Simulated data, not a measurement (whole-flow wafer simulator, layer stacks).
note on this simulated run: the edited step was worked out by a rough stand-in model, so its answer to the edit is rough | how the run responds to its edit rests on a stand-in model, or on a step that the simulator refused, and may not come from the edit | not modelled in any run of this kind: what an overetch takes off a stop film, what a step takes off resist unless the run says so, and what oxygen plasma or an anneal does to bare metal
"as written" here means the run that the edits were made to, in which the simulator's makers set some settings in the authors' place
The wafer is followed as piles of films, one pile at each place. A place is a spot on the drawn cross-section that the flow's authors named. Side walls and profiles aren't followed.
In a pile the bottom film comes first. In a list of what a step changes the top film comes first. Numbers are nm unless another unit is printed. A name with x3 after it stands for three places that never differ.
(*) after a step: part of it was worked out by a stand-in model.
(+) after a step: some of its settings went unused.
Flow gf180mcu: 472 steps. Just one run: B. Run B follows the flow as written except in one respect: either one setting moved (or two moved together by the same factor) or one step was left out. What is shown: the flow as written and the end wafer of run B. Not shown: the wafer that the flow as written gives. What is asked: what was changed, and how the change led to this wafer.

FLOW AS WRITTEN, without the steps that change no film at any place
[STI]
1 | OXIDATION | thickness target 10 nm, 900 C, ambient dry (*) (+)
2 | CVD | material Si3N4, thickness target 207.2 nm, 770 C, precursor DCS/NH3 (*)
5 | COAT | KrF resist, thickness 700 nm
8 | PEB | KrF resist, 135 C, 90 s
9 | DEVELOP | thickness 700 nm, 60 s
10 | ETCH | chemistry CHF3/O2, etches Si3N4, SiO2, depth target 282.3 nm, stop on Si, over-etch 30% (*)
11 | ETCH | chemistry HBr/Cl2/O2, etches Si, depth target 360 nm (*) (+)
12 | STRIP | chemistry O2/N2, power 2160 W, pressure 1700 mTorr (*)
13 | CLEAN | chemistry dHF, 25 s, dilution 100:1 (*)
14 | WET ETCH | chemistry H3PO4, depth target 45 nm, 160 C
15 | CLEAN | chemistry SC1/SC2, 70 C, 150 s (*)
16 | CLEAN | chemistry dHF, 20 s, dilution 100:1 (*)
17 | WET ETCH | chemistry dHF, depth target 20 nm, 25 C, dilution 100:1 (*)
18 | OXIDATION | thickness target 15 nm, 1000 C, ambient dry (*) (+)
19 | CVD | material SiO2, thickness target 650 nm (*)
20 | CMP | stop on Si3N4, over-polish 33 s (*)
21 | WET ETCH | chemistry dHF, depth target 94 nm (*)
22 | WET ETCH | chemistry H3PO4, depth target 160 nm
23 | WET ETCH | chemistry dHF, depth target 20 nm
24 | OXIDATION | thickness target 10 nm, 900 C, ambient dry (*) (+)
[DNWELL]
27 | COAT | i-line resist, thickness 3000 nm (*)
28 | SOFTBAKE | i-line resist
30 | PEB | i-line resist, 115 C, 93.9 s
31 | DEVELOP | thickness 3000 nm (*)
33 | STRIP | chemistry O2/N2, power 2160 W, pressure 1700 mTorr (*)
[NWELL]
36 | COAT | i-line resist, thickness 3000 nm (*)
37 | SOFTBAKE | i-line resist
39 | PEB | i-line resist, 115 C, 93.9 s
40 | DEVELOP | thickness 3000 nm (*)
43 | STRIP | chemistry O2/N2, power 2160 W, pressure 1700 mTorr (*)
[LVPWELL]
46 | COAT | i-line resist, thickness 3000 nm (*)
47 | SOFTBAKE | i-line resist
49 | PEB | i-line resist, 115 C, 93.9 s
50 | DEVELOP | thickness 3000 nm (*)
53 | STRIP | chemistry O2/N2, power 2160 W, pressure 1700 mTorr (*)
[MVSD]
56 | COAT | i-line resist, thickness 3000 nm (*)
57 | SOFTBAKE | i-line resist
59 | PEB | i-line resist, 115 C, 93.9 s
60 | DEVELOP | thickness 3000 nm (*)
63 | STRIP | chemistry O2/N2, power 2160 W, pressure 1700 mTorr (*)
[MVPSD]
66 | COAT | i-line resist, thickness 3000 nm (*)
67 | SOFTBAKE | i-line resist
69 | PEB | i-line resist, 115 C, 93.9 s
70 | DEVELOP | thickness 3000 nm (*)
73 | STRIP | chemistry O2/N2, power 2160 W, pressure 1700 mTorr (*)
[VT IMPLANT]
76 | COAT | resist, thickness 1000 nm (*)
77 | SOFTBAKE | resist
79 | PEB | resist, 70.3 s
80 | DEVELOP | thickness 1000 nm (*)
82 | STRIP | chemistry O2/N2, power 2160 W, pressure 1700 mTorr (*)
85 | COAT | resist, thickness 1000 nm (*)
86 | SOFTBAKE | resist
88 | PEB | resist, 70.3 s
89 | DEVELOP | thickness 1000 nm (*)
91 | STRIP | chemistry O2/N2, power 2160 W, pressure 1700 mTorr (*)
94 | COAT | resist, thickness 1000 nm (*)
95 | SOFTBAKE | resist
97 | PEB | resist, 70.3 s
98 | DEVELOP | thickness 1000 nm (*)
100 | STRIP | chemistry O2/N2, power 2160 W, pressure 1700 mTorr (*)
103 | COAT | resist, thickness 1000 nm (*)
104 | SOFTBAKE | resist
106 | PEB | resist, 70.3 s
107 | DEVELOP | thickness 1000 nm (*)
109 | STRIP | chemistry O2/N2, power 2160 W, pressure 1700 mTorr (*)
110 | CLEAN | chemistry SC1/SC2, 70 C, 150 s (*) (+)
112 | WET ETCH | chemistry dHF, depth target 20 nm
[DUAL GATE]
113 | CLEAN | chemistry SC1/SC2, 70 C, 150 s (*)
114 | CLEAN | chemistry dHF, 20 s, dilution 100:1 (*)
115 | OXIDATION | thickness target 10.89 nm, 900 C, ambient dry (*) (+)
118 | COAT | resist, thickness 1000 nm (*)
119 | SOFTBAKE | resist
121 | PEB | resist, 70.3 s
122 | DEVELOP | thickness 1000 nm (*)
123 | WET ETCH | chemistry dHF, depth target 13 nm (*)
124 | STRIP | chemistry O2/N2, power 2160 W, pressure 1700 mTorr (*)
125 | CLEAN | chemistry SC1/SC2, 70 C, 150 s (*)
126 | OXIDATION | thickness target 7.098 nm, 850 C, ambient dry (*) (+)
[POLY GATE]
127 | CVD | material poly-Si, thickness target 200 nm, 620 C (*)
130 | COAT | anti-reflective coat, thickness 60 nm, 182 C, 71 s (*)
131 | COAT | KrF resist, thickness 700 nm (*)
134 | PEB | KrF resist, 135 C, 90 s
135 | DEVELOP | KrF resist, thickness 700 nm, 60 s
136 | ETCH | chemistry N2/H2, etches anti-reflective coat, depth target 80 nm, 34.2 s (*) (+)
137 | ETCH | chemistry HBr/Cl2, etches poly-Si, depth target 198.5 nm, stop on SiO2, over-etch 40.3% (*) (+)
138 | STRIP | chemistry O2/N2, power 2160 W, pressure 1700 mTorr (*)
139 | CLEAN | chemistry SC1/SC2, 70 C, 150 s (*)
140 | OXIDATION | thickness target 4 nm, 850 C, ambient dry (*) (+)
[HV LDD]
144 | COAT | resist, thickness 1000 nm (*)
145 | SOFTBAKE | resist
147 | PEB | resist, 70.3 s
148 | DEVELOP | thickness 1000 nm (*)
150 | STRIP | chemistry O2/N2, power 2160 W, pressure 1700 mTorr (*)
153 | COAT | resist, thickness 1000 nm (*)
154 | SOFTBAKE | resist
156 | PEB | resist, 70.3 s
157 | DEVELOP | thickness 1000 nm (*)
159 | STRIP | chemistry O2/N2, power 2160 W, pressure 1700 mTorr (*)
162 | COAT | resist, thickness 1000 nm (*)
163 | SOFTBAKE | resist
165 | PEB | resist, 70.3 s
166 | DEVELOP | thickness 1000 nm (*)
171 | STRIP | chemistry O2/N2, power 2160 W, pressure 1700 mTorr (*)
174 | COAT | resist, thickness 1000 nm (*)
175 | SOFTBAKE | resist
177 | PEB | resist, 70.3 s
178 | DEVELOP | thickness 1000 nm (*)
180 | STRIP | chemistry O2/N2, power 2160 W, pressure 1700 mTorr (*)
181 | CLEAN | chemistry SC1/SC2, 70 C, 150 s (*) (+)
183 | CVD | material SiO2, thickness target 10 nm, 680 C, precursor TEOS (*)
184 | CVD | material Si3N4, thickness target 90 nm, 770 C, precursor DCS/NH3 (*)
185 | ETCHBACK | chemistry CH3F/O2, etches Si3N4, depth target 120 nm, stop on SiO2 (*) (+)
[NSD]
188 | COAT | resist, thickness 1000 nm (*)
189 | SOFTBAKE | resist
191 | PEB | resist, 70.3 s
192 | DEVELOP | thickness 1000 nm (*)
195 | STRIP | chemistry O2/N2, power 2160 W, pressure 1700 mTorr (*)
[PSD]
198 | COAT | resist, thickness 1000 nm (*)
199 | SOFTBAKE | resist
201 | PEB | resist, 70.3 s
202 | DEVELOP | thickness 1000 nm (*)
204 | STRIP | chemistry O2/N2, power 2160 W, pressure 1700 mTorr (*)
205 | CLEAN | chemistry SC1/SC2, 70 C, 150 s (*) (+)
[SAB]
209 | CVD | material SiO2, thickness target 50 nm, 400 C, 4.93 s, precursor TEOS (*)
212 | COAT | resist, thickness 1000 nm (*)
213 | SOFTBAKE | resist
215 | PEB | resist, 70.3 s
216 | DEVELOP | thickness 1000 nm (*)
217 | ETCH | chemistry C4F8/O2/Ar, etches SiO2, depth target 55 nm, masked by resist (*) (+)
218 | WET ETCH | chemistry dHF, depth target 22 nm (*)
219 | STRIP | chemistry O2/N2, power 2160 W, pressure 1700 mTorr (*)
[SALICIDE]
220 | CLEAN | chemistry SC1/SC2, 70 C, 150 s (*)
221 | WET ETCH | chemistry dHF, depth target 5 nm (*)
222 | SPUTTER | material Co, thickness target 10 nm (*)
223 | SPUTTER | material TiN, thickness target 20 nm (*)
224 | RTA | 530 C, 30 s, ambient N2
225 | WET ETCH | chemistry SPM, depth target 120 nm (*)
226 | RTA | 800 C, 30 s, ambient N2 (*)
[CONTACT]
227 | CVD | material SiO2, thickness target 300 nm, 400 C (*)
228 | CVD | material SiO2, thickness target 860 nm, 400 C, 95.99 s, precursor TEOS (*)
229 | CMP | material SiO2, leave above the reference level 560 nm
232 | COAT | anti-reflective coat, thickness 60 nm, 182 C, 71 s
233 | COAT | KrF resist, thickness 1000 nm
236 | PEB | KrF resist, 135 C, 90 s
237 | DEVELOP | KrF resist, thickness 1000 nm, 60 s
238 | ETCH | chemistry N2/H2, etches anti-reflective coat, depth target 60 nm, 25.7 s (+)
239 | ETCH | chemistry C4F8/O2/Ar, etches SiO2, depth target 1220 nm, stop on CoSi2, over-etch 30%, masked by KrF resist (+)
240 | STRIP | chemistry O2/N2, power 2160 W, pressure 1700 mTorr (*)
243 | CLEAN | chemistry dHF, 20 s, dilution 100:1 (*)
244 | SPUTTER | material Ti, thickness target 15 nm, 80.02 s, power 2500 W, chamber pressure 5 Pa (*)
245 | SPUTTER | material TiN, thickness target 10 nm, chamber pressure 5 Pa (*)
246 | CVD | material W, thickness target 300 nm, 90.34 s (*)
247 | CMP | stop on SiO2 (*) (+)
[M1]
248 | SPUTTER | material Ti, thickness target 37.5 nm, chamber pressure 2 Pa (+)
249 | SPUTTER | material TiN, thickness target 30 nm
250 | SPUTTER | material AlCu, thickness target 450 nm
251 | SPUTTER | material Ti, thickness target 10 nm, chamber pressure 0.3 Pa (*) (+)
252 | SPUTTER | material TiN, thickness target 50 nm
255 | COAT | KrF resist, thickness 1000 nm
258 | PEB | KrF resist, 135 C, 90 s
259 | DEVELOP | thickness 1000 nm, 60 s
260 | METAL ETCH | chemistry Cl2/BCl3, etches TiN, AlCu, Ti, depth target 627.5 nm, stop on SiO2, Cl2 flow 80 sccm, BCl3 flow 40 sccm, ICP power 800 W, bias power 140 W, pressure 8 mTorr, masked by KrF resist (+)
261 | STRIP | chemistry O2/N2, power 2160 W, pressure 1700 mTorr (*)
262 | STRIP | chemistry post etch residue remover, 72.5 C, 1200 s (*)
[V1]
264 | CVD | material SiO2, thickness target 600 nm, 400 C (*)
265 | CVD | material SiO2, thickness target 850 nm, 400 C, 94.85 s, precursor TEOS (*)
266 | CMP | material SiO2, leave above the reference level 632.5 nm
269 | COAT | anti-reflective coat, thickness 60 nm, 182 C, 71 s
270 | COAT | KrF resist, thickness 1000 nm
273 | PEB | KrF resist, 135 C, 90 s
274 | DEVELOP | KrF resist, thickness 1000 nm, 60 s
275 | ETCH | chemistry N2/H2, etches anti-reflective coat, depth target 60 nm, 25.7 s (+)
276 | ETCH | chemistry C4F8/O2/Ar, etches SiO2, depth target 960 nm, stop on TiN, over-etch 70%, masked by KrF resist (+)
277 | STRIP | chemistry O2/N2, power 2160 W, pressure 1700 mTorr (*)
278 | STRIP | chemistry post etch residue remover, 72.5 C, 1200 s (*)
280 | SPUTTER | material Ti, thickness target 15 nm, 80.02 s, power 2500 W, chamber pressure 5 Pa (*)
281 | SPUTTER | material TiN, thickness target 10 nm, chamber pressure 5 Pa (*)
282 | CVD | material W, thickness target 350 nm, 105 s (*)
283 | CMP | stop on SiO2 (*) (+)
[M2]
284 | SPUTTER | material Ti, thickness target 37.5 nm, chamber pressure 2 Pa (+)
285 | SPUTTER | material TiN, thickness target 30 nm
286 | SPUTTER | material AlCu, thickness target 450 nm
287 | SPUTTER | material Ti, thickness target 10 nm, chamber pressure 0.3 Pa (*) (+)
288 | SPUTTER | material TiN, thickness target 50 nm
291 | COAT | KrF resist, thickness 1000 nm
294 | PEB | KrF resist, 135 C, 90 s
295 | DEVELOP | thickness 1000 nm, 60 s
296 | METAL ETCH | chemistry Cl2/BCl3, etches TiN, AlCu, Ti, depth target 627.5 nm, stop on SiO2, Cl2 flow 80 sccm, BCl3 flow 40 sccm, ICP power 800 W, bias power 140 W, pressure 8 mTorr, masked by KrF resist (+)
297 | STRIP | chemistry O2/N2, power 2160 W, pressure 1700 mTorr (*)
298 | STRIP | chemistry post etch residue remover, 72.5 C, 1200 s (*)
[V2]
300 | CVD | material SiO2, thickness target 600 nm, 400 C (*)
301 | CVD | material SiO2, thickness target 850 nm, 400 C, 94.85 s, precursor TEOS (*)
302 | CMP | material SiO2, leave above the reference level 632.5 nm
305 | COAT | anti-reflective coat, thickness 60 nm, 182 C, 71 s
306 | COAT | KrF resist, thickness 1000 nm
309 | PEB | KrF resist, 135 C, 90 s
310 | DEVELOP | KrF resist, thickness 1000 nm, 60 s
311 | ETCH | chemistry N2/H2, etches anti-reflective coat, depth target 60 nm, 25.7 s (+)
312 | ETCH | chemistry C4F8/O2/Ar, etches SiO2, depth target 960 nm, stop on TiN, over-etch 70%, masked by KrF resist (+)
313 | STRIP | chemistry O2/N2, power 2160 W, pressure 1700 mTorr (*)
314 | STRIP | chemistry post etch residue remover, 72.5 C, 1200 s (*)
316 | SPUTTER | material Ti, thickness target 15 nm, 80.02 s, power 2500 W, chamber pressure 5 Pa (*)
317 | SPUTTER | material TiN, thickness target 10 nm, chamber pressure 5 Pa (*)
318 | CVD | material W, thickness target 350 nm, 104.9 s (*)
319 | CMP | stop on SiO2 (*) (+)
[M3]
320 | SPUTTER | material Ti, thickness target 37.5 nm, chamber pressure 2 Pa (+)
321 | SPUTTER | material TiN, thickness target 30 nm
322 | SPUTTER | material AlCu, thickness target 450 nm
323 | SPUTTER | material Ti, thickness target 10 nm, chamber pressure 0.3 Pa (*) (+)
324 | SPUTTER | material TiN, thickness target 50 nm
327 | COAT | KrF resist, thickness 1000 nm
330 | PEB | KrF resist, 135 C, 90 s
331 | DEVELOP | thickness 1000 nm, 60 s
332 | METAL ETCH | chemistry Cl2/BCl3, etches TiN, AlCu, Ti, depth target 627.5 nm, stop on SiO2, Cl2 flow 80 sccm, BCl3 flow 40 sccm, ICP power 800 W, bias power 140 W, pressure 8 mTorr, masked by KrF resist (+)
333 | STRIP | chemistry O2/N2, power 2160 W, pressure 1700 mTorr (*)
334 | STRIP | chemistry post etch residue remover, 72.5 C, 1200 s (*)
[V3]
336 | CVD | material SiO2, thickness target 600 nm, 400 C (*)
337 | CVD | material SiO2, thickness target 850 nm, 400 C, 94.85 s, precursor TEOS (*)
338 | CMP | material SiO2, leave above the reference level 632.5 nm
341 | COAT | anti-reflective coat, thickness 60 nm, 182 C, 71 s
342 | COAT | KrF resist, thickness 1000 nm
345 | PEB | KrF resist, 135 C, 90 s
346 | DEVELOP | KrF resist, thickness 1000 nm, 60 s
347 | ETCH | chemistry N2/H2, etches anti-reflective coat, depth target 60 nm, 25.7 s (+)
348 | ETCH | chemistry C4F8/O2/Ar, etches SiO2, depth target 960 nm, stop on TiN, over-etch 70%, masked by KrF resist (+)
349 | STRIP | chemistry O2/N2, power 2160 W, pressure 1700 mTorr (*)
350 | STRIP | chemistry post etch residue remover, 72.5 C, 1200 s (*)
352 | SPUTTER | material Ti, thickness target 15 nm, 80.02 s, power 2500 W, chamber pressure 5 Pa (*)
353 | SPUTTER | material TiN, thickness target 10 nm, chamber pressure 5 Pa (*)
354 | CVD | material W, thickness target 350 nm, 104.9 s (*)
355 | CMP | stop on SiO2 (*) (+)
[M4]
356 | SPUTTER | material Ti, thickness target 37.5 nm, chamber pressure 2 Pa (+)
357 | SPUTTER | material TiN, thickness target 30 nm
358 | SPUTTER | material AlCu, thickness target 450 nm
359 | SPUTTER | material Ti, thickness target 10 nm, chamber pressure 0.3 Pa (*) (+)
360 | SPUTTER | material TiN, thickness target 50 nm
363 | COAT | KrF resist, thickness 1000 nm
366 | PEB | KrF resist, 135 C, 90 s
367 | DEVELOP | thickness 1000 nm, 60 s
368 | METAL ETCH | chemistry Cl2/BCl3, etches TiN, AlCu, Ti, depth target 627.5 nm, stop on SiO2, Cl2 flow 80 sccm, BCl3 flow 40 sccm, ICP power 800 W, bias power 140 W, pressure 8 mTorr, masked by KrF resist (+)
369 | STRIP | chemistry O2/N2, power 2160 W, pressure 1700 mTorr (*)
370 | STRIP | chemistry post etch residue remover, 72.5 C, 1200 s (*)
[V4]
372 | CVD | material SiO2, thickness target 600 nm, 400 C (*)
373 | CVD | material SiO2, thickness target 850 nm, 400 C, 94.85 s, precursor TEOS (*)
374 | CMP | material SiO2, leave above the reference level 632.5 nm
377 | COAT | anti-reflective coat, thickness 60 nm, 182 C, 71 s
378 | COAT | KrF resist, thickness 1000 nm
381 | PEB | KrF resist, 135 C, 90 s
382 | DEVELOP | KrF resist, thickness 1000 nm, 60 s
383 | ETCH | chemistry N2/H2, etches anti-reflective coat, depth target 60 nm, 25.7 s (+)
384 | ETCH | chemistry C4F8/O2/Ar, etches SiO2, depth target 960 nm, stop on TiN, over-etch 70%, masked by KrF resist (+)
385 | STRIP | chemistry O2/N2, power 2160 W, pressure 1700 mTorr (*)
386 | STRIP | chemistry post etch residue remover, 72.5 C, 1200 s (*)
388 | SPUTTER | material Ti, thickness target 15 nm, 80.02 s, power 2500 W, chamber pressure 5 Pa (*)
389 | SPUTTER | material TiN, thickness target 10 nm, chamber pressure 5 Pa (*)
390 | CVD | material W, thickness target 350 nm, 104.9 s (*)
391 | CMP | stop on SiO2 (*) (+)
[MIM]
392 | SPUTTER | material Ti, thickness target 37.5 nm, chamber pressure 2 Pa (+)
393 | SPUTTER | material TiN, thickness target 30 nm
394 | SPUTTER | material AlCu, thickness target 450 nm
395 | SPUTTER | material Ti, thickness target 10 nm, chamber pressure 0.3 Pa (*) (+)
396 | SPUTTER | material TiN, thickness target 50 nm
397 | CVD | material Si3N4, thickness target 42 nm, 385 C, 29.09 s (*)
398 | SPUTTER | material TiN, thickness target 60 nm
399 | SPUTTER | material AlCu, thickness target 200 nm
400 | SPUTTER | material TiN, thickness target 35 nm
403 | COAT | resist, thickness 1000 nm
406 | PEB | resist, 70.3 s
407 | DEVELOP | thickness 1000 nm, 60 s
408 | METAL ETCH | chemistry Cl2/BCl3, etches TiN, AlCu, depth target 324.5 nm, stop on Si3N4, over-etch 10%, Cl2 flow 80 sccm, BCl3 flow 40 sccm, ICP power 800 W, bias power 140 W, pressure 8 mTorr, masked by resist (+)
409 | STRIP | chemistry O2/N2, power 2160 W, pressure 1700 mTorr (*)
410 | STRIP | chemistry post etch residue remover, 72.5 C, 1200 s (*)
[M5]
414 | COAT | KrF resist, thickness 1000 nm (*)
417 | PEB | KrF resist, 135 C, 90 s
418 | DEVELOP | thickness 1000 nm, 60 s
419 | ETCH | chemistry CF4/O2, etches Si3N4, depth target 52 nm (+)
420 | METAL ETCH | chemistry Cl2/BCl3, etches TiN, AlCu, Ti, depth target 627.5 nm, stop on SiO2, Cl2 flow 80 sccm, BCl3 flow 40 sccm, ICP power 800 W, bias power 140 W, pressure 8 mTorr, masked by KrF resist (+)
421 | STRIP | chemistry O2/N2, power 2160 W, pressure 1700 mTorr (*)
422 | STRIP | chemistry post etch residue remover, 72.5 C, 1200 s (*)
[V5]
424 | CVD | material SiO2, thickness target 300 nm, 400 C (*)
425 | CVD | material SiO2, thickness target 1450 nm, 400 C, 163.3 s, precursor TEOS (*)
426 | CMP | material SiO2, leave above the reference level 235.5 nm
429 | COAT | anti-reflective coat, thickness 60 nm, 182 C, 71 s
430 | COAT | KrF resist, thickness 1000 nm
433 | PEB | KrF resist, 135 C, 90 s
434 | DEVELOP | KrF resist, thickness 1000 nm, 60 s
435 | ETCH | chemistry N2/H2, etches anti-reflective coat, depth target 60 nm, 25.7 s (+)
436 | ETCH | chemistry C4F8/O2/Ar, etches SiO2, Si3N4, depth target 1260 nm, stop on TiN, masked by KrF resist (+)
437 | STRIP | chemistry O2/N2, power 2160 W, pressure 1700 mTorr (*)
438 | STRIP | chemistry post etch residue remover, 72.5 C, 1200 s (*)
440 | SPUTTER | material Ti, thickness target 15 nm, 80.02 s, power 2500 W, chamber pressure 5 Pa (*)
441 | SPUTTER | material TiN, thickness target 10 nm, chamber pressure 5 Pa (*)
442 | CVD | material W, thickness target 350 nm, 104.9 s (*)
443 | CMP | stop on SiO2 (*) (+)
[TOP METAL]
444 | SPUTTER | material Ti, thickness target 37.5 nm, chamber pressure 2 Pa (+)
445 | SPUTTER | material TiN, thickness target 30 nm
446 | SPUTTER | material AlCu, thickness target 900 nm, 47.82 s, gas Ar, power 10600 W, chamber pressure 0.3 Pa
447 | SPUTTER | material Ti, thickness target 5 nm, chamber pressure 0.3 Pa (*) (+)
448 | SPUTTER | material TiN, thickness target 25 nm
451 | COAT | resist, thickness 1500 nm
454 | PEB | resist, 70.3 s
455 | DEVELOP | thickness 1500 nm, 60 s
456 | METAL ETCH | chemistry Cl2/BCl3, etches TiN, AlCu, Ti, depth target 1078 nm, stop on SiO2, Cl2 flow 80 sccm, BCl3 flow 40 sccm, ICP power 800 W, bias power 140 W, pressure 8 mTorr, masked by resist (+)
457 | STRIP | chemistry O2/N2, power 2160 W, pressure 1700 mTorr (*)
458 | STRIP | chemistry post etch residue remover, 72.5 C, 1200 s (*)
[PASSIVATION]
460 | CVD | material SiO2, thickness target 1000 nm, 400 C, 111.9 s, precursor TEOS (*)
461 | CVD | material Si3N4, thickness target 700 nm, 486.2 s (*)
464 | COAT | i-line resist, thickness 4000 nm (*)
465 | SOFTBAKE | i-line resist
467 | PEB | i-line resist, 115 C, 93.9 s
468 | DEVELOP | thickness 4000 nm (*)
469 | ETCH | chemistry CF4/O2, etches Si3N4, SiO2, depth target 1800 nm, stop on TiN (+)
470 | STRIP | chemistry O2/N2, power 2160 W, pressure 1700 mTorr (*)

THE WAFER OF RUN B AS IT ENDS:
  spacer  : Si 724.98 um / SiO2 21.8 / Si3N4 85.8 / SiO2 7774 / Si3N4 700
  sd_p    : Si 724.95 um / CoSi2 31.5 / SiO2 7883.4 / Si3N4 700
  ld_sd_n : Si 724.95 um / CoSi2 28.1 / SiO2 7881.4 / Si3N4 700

What caused this: step 183, CVD: thickness target 14.6 nm was run, though the flow has thickness target 10 nm.

Step by step, how the change led to this:
  183 | CVD | material SiO2, thickness target 10 nm, 680 C, precursor TEOS (*)
      field, field__w1, field__w2 and 99 more: SiO2 gains 14.6 (as written it would have been: SiO2 gains 10)
      ld_drift_p: SiO2 gains 14.4 (as written it would have been: SiO2 gains 9.87)
      (as well as at 1 more place)
  189 | SOFTBAKE | resist
      field__w9: resist loses 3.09 (as written it would have been: resist gains 6.92)
      field_sub__w1: resist gains 9.76 (as written it would have been: resist gains 7.47)
  199 | SOFTBAKE | resist
      field__w9: resist loses 3.09 (as written it would have been: resist gains 6.92)
      field_sub__w1: resist gains 9.76 (as written it would have been: resist gains 7.47)
  218 | WET ETCH | chemistry dHF, depth target 22 nm (*)
      gate, gate_hv, gate_p and 23 more: SiO2 loses 10.1 (all of it) (as written it would have been: SiO2 loses 5.48 (all of it))
      field, field__w10, sti and 14 more: SiO2 loses 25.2 (as written it would have been: SiO2 loses 24.5)
      (as well as at 55 more places)
  229 | CMP | material SiO2, leave above the reference level 560 nm
      field__w3: SiO2 loses 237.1 (as written it would have been: SiO2 loses 232.3)
      field__w12: SiO2 loses 236.9 (as written it would have been: SiO2 loses 232.1)
      (as well as at 1 more place)
